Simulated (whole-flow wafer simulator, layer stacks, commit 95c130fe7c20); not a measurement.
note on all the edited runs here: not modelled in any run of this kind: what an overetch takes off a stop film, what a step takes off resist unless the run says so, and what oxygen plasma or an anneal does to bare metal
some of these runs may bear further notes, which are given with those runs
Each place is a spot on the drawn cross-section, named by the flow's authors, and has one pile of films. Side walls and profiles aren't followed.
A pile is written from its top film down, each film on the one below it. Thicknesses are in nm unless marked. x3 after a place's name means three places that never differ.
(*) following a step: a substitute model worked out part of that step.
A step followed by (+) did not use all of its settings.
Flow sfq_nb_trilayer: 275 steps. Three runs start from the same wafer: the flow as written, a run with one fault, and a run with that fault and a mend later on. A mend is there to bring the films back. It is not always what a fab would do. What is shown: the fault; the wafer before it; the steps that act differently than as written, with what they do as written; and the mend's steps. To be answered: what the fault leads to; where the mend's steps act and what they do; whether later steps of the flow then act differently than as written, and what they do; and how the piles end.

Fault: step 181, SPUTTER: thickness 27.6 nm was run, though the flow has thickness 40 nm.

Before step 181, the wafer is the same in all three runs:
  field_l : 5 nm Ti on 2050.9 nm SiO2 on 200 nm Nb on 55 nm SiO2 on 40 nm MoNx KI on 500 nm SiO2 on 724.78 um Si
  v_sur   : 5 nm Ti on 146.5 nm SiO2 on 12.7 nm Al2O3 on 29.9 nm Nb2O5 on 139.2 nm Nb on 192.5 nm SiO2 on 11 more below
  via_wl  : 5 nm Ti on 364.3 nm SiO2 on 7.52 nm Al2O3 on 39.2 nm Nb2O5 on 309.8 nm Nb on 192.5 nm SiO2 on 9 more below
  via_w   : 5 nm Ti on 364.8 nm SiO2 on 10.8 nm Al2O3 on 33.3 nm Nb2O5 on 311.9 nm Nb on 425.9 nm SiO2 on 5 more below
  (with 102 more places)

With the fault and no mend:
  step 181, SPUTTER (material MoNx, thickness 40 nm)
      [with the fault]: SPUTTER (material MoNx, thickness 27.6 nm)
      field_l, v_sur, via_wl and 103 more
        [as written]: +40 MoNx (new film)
        [with the fault]: +27.6 MoNx (new film)
  Steps later in the flow that act otherwise than as written (11 more steps, not shown, differ only slightly: by at most 2% or 0.5 nm, whichever is larger):
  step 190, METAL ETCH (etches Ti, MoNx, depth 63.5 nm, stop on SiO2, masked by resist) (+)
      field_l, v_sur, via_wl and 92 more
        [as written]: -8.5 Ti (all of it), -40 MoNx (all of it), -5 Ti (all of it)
        [with the fault]: -8.5 Ti (all of it), -27.6 MoNx (all of it), -5 Ti (all of it)
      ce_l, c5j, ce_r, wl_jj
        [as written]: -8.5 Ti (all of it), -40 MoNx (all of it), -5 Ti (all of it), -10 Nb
        [with the fault]: -8.5 Ti (all of it), -27.6 MoNx (all of it), -5 Ti (all of it), -22.4 Nb
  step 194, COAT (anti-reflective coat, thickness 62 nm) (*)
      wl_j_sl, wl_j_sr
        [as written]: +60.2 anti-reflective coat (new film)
        [with the fault]: +58.1 anti-reflective coat (new film)
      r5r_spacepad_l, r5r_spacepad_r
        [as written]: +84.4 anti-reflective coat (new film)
        [with the fault]: +79 anti-reflective coat (new film)
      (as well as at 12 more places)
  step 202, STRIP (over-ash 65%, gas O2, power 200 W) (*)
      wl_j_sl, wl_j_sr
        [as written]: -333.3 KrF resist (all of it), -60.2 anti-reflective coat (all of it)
        [with the fault]: -333.4 KrF resist (all of it), -58.1 anti-reflective coat (all of it)
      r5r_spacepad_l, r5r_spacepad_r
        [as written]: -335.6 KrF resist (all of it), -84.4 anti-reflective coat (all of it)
        [with the fault]: -335.2 KrF resist (all of it), -79 anti-reflective coat (all of it)
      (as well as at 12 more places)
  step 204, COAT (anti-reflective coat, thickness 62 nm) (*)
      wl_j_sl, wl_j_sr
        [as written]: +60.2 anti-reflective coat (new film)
        [with the fault]: +58.1 anti-reflective coat (new film)
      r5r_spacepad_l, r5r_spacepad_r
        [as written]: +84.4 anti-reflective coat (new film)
        [with the fault]: +79 anti-reflective coat (new film)
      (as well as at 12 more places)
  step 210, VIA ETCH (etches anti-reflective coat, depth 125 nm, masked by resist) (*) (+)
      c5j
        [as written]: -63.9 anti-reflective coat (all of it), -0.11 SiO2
        [with the fault]: -67.3 anti-reflective coat (all of it), -0.1 SiO2
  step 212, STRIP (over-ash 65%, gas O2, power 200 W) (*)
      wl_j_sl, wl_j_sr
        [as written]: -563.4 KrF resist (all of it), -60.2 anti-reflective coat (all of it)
        [with the fault]: -562.6 KrF resist (all of it), -58.1 anti-reflective coat (all of it)
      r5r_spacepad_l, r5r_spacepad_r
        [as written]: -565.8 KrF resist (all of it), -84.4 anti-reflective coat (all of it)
        [with the fault]: -564.3 KrF resist (all of it), -79 anti-reflective coat (all of it)
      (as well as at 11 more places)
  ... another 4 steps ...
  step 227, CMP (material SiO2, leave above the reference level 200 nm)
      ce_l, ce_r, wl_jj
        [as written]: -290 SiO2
        [with the fault]: -277.6 SiO2
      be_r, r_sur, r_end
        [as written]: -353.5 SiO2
        [with the fault]: -341.1 SiO2
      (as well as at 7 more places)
  The piles end different from the flow's at ce_l, c5j, ce_r and 8 more by more than 2% or 0.5 nm, whichever is larger.
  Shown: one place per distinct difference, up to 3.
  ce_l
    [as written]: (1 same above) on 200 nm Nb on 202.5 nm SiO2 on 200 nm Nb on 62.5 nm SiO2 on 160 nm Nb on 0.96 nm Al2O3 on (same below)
    [with the fault]: (1 same above) on 200 nm Nb on 214.9 nm SiO2 on 200 nm Nb on 62.5 nm SiO2 on 147.6 nm Nb on 0.96 nm Al2O3 on (same below)
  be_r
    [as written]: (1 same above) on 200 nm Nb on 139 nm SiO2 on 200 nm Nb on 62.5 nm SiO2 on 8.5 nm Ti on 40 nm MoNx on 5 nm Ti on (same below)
    [with the fault]: (1 same above) on 200 nm Nb on 151.4 nm SiO2 on 200 nm Nb on 62.5 nm SiO2 on 8.5 nm Ti on 27.6 nm MoNx on 5 nm Ti on (same below)
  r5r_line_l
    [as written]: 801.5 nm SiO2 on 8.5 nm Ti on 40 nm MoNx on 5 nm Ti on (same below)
    [with the fault]: 813.9 nm SiO2 on 8.5 nm Ti on 27.6 nm MoNx on 5 nm Ti on (same below)

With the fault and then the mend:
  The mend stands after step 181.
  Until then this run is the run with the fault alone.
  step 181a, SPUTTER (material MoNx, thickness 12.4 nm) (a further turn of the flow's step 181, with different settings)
      field_l, v_sur, via_wl and 103 more
        +12.4 MoNx
  Every later step of the flow that is run acts as written at every place that is followed.
  By the end, the piles equal the flow's at every place that both follow.
